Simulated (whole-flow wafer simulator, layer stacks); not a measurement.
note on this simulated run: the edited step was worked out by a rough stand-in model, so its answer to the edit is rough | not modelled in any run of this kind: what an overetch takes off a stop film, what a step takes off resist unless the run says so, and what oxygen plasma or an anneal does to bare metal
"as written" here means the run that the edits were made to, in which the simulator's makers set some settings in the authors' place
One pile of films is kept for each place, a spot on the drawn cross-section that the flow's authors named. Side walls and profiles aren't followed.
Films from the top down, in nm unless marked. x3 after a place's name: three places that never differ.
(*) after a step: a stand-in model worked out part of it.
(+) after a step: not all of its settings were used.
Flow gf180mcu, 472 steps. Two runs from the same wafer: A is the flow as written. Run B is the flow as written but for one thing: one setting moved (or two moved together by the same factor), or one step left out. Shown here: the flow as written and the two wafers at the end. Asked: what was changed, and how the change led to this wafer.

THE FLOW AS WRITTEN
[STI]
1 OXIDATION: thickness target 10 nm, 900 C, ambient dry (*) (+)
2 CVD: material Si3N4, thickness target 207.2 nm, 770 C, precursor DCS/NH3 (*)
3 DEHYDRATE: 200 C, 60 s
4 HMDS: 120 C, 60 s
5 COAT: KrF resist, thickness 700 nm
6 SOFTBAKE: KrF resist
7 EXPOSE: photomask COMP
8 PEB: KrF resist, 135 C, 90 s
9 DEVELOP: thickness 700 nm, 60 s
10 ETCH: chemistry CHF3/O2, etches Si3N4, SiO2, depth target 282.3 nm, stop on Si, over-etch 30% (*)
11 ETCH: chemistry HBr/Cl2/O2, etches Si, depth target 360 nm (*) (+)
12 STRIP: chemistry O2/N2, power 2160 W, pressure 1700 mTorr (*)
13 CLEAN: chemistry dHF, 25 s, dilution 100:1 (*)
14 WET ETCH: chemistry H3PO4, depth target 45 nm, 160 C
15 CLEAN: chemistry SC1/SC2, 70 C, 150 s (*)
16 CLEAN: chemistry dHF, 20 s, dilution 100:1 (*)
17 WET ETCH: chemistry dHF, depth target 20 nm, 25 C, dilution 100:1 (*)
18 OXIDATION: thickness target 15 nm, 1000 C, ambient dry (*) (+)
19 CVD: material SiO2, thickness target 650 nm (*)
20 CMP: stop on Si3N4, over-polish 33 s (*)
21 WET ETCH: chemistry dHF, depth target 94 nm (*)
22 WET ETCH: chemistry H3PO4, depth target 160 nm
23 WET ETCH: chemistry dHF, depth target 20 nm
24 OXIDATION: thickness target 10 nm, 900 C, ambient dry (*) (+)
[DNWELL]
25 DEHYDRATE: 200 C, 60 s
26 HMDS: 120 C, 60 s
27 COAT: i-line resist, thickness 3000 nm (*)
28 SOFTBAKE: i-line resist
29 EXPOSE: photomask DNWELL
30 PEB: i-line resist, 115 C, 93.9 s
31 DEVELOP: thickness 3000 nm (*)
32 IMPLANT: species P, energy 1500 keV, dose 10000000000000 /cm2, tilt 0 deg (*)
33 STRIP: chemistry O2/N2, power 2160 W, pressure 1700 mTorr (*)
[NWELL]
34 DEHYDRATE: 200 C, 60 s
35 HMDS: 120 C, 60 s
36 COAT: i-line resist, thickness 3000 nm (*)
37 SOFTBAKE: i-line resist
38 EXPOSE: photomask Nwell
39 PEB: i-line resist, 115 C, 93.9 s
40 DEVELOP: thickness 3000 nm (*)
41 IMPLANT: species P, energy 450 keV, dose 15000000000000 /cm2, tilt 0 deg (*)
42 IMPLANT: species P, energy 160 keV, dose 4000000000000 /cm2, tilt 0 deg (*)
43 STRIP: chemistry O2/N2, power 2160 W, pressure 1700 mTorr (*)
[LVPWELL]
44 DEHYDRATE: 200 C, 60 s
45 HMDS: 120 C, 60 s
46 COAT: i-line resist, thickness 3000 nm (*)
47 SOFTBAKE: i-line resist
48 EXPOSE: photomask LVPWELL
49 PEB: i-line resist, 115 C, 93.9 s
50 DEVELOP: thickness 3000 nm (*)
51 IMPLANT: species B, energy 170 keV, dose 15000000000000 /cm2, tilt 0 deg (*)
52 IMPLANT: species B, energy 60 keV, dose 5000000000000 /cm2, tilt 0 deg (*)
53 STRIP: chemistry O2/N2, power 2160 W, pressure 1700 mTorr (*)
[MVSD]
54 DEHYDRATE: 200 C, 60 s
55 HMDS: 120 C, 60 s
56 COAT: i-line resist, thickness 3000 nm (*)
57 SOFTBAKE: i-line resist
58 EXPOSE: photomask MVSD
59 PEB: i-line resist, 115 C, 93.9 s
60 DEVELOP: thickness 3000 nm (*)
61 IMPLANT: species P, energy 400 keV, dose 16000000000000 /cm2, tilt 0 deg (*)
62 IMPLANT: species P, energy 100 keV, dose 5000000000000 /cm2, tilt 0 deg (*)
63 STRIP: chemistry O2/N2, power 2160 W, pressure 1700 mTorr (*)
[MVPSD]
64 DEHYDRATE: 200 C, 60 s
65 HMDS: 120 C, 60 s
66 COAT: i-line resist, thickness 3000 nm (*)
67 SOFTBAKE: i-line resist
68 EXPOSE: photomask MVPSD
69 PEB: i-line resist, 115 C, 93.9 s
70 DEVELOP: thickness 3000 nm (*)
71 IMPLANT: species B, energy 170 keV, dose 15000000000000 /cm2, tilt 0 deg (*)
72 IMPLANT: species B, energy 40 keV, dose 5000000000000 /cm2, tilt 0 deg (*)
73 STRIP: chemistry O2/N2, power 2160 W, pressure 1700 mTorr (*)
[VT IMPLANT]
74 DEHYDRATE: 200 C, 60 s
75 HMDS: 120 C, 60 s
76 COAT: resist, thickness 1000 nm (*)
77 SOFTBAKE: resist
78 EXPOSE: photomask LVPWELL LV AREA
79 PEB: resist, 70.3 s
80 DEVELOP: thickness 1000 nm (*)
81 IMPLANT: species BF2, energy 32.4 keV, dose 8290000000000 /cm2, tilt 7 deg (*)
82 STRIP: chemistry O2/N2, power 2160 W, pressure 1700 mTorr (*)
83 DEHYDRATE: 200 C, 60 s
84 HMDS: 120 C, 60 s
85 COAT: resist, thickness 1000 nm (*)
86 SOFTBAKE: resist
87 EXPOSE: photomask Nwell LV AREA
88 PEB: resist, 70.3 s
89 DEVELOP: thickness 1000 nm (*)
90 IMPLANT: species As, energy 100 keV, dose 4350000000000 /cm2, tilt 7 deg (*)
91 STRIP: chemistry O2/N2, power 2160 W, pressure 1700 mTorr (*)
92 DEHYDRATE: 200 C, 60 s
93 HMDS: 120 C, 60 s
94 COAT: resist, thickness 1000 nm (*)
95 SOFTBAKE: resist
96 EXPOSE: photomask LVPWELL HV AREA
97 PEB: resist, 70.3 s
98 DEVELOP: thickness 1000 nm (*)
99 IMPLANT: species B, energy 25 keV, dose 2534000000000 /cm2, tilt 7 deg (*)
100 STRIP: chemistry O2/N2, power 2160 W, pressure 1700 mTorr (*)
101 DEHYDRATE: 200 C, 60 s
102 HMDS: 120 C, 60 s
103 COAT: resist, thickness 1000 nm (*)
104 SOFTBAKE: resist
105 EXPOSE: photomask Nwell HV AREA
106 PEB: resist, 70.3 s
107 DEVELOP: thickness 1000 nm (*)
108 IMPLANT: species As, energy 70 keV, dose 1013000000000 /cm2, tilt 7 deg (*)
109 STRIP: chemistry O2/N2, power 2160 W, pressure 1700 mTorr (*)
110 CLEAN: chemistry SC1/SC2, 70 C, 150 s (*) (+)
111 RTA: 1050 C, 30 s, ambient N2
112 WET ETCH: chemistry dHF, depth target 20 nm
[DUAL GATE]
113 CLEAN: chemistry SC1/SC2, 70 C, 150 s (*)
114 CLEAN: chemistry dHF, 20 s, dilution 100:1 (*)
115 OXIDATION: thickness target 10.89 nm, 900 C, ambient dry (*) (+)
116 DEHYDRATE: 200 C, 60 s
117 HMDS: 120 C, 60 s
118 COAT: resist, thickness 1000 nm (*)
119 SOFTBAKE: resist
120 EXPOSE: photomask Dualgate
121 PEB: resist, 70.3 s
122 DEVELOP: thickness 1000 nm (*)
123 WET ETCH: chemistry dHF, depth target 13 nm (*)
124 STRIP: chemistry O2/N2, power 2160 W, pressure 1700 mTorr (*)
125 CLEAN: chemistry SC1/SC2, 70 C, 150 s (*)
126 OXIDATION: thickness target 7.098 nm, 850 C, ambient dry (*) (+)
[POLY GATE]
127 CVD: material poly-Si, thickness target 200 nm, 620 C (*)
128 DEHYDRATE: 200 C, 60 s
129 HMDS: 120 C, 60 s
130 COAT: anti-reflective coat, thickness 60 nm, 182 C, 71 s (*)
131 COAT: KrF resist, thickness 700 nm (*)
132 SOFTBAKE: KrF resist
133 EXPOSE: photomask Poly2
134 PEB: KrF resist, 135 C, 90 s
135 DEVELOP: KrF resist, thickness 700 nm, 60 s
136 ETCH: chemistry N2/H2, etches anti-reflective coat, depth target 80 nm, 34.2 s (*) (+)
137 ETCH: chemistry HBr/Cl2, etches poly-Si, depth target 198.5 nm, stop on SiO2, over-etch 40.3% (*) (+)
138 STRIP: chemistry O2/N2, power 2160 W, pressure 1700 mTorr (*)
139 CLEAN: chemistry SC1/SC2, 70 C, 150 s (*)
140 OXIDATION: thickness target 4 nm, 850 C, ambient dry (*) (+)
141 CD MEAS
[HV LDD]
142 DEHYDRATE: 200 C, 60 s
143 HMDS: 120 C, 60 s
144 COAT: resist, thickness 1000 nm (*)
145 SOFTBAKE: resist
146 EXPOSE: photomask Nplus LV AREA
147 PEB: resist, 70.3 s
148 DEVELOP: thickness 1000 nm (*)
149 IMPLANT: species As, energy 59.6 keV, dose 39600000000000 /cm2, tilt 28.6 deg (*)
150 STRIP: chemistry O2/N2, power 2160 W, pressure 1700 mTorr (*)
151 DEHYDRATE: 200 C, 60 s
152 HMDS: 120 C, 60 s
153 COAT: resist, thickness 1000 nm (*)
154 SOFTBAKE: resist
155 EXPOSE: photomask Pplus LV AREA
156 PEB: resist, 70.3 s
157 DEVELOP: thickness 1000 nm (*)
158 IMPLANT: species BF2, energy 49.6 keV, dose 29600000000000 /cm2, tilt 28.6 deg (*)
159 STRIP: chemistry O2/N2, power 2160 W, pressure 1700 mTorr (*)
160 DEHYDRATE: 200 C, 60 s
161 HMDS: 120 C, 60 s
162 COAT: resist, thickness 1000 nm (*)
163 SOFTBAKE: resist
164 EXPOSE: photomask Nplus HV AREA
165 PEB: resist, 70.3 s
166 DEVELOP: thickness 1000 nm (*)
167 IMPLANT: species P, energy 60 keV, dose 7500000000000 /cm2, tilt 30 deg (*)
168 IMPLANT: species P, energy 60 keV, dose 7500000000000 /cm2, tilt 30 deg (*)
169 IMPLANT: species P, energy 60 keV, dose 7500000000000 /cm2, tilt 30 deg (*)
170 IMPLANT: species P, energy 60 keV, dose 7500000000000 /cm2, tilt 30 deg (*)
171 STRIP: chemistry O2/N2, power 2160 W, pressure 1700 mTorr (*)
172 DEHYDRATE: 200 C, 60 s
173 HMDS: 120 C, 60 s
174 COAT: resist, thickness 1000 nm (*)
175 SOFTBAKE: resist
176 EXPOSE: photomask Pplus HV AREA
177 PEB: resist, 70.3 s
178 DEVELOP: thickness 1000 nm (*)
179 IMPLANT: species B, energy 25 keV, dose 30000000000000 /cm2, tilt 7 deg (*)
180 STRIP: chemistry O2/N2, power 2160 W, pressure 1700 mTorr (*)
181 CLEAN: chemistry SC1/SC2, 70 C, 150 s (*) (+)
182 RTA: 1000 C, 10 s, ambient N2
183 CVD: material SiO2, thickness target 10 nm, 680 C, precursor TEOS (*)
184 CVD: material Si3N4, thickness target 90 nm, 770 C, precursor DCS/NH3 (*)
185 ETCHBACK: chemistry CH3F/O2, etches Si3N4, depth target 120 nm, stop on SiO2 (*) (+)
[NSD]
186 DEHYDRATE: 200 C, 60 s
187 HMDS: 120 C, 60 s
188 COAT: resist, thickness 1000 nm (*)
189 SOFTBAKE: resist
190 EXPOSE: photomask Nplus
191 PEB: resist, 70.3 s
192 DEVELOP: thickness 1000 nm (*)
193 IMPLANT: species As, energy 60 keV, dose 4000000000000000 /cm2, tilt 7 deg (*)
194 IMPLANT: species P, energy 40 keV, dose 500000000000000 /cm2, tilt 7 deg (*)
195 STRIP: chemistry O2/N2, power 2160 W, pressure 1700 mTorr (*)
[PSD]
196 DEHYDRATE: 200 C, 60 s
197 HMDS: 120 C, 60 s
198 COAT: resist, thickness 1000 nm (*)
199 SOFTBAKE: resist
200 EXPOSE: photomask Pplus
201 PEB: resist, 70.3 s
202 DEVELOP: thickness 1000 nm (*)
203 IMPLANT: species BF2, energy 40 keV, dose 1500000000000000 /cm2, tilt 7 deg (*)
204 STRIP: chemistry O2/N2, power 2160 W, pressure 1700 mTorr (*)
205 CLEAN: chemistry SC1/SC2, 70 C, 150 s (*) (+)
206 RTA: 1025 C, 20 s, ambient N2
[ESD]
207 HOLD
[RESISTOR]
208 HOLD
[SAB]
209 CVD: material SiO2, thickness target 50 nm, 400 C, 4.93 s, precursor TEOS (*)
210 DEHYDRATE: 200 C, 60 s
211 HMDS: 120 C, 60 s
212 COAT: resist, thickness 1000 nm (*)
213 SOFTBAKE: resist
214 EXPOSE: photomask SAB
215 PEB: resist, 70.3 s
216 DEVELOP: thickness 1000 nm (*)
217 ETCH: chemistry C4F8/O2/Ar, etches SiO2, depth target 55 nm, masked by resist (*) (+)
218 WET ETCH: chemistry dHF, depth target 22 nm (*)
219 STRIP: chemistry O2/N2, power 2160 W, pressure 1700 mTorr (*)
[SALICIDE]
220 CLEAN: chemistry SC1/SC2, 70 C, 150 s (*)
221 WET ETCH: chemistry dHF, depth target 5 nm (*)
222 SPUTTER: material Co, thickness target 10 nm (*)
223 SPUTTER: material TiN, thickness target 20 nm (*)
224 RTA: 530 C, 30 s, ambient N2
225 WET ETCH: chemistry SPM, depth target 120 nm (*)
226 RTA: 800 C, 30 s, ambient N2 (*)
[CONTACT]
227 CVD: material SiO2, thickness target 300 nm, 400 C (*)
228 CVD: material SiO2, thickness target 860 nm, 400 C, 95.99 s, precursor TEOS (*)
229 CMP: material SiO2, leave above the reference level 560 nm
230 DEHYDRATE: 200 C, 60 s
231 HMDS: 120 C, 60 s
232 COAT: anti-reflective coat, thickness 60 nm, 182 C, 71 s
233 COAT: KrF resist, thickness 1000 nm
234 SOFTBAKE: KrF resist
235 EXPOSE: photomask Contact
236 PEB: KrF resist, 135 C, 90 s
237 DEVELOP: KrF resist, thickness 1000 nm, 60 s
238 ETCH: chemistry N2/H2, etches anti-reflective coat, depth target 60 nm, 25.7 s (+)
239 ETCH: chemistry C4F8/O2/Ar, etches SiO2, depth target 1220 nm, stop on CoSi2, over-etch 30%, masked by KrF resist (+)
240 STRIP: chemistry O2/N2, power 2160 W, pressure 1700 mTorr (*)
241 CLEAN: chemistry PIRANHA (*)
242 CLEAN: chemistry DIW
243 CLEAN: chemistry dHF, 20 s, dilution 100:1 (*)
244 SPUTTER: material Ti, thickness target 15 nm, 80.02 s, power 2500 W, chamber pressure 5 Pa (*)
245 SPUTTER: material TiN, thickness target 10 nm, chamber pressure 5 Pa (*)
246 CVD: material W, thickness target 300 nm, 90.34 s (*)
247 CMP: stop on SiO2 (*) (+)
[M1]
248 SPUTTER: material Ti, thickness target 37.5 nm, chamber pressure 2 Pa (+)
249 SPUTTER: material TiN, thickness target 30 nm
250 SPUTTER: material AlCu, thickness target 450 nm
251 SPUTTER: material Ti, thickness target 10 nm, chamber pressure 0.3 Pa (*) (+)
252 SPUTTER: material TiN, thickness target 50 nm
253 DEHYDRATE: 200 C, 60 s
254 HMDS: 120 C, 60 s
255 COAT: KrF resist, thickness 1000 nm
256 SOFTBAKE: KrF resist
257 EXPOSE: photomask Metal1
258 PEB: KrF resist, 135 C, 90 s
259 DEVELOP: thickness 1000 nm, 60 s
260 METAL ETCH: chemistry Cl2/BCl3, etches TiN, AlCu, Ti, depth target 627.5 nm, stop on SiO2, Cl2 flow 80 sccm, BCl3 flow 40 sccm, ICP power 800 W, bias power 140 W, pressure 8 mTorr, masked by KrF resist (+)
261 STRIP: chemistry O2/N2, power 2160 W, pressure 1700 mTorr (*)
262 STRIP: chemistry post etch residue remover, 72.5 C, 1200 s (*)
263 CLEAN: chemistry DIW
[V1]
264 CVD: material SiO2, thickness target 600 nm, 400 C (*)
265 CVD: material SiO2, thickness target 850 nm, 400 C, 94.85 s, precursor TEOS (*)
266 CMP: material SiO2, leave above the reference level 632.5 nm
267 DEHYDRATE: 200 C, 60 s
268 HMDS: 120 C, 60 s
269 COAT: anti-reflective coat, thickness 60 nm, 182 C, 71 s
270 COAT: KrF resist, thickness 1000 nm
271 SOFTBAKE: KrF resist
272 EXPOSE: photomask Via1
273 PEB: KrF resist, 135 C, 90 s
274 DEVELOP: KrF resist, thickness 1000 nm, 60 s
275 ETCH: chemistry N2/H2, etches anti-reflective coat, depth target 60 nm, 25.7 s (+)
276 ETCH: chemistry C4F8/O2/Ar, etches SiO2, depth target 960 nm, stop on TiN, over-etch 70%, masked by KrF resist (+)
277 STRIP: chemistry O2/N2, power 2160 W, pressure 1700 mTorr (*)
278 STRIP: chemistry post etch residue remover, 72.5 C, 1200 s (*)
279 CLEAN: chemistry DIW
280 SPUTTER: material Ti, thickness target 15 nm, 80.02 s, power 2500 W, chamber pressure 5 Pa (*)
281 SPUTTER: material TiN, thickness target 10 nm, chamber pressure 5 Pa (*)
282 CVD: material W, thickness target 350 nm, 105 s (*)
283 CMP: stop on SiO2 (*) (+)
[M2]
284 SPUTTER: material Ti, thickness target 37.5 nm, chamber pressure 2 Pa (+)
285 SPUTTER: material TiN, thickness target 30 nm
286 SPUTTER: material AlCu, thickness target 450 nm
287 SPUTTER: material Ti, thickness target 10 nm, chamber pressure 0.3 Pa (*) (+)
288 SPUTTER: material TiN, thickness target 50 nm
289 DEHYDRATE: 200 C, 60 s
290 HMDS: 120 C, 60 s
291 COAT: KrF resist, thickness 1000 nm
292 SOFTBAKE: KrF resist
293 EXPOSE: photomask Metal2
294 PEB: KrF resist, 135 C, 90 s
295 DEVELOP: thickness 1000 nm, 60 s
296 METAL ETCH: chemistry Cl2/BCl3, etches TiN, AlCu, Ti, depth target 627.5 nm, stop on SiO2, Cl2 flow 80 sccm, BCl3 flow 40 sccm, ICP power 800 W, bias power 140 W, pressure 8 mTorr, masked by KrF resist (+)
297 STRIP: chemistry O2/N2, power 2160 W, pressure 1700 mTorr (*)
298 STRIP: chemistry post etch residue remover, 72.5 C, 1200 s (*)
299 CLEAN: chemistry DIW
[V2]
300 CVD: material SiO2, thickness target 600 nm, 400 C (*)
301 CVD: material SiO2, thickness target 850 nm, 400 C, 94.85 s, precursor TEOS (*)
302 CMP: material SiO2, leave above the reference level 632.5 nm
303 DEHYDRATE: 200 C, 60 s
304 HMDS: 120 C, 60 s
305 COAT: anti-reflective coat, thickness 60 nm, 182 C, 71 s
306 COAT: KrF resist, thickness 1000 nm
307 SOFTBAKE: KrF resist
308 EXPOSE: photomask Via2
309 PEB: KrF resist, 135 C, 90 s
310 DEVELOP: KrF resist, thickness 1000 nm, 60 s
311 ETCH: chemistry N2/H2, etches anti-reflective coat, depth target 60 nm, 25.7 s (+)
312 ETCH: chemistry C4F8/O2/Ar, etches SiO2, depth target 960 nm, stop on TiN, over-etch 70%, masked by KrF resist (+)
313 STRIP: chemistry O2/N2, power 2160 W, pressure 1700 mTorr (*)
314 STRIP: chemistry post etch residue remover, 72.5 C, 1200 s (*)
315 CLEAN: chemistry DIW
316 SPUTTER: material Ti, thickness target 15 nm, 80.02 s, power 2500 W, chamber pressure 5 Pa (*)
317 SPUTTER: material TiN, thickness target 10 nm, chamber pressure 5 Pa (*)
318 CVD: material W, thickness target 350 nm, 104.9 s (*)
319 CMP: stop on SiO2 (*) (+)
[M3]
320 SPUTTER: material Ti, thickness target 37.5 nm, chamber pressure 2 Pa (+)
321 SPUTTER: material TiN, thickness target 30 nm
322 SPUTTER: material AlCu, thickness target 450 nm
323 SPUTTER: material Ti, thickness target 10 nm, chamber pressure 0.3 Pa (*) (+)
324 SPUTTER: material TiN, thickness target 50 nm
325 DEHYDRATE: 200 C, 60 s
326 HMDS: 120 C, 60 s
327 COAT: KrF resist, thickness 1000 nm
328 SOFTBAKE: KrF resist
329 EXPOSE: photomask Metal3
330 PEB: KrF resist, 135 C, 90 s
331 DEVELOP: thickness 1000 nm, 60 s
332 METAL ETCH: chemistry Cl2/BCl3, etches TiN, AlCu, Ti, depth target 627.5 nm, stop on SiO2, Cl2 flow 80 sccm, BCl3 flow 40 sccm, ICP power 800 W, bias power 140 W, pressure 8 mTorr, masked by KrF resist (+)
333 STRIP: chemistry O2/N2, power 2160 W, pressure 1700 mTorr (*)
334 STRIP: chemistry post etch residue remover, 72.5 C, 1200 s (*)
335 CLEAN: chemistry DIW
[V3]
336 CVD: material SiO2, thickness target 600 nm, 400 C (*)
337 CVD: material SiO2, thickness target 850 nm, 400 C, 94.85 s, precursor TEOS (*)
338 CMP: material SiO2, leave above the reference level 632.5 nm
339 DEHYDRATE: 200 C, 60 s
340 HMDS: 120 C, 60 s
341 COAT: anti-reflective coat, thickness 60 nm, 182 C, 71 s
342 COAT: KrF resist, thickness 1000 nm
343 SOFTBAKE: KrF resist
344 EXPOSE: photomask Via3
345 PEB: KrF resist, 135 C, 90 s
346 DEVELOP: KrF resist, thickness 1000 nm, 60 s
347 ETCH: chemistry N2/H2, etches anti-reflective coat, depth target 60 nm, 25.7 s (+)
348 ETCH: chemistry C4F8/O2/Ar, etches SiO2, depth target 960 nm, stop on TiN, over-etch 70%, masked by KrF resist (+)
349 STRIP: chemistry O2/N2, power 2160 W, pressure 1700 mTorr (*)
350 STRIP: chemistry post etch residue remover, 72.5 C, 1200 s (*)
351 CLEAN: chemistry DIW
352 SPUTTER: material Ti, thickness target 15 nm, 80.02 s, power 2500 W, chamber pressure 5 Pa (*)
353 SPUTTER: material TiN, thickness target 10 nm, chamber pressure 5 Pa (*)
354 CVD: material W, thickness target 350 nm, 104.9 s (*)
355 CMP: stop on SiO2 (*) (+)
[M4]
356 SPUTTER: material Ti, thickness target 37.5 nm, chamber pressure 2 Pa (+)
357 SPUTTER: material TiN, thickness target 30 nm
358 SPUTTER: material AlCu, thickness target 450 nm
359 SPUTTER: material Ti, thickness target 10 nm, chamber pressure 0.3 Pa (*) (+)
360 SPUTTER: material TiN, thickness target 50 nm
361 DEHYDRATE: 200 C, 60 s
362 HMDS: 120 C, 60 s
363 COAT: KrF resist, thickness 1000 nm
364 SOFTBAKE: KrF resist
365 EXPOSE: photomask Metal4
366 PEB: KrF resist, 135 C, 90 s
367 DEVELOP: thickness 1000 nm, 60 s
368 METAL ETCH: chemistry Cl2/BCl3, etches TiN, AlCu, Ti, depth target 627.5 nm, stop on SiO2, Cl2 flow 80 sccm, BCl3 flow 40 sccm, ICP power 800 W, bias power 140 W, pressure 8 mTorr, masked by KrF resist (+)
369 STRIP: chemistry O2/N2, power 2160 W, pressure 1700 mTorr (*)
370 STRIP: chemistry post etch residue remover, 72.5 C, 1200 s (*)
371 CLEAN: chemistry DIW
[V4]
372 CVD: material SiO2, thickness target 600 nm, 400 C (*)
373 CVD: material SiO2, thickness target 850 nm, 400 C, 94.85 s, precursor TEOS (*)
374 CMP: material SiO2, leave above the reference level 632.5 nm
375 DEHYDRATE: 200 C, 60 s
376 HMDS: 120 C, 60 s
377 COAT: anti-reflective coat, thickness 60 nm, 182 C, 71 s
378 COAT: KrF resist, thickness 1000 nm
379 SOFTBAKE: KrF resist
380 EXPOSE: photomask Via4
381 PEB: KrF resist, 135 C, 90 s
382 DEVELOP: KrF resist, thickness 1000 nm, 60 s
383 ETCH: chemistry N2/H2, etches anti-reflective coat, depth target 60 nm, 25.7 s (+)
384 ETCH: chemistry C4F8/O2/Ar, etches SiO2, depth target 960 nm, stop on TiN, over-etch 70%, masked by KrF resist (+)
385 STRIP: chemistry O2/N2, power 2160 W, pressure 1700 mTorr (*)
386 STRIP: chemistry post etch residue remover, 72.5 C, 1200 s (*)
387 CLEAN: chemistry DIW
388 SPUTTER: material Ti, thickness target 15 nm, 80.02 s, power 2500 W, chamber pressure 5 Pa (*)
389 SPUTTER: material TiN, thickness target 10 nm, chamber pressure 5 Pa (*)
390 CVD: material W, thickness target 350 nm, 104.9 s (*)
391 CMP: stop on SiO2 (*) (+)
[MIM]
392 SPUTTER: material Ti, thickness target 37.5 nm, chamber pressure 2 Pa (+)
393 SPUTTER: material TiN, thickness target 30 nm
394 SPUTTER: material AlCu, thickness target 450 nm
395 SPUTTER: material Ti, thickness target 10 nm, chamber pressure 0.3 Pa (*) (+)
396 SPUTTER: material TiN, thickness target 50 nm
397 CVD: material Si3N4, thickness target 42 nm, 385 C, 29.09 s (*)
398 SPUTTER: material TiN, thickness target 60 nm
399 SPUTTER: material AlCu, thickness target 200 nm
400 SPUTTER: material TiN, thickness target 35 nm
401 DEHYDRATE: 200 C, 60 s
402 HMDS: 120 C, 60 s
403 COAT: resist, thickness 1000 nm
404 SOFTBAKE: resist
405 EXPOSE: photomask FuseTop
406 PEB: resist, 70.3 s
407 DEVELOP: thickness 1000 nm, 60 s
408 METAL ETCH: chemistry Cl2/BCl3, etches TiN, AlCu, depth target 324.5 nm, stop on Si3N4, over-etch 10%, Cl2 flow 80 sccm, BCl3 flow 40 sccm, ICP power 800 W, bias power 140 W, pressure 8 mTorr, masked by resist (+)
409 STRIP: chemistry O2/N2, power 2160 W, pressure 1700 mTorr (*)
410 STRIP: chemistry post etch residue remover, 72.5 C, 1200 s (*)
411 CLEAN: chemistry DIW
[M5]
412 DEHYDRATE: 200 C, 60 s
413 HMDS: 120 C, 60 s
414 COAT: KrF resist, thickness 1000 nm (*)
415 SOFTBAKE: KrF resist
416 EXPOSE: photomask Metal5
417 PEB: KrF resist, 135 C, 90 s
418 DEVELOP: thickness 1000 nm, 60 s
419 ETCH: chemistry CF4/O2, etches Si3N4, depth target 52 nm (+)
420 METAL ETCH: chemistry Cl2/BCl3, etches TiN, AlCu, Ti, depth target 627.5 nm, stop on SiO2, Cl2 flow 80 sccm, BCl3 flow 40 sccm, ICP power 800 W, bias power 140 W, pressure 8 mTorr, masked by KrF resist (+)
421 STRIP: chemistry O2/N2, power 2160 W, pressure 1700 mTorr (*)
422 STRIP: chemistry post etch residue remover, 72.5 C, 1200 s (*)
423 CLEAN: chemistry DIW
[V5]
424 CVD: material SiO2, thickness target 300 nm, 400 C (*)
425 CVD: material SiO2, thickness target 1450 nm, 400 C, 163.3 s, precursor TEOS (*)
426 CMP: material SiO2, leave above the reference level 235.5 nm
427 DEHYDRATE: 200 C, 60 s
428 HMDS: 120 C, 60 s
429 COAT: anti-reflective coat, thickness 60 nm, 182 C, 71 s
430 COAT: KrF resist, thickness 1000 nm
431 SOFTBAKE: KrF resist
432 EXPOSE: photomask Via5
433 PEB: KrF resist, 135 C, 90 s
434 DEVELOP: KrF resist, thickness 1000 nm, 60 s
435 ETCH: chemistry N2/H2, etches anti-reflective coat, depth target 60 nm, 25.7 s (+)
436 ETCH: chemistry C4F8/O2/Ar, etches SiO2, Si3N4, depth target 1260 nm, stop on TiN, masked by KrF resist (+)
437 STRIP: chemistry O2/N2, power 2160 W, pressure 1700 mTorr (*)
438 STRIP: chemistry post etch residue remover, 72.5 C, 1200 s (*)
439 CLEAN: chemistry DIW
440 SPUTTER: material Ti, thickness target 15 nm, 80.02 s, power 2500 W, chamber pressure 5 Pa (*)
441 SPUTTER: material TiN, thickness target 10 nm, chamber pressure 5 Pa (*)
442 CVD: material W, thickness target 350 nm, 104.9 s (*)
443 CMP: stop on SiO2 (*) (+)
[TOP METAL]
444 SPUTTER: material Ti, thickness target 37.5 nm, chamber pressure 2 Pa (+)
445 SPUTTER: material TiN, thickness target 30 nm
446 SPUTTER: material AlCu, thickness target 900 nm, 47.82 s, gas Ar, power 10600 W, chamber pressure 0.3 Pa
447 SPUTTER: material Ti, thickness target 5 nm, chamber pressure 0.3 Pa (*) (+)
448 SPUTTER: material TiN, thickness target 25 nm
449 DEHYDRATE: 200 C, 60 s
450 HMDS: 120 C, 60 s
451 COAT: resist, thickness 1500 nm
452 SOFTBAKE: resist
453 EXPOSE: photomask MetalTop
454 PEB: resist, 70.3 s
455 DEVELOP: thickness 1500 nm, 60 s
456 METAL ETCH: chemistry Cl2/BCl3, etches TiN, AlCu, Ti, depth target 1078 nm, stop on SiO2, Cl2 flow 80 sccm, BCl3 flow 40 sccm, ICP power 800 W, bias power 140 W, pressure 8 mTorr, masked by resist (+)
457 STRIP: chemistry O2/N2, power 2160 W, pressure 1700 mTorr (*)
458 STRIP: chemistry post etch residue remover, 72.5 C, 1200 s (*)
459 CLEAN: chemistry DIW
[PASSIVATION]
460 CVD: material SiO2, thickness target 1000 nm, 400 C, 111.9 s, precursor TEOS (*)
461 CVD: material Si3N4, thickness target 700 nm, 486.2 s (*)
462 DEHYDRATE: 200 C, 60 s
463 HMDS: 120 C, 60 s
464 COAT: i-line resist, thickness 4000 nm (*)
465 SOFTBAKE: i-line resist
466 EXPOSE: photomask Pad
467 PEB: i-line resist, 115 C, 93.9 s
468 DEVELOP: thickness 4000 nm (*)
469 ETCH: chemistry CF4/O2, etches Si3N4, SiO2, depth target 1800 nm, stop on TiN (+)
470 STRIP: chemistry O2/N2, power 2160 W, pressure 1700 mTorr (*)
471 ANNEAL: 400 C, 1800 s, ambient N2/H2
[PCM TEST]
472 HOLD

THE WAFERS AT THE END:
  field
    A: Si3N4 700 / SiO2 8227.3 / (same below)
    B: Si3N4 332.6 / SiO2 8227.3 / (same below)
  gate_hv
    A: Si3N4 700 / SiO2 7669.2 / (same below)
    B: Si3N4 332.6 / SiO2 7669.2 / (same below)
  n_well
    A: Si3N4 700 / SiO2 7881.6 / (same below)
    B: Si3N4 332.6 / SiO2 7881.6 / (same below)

The cause: step 461, CVD: thickness target 332 nm was run, where the flow has thickness target 700 nm; step 461, CVD: 230.9 s was run, where the flow has 486.2 s.

How the change led to this, step by step:
  461 CVD: material Si3N4, thickness target 700 nm, 486.2 s (*)
      field, field__w1, field__w2 and 109 more: A Si3N4 +700 (new film) | B Si3N4 +332.6 (new film)
  465 SOFTBAKE: i-line resist
      field__w11, field__w13: A i-line resist +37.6 | B i-line resist +35.7
      ld_acc_p, ld_fp_p: A i-line resist +33.8 | B i-line resist +31.8
      (and at 55 more places)
  469 ETCH: chemistry CF4/O2, etches Si3N4, SiO2, depth target 1800 nm, stop on TiN (+)
      pad: A Si3N4 -700 (all of it), SiO2 -1000 (all of it) | B Si3N4 -332.6 (all of it), SiO2 -1000 (all of it)
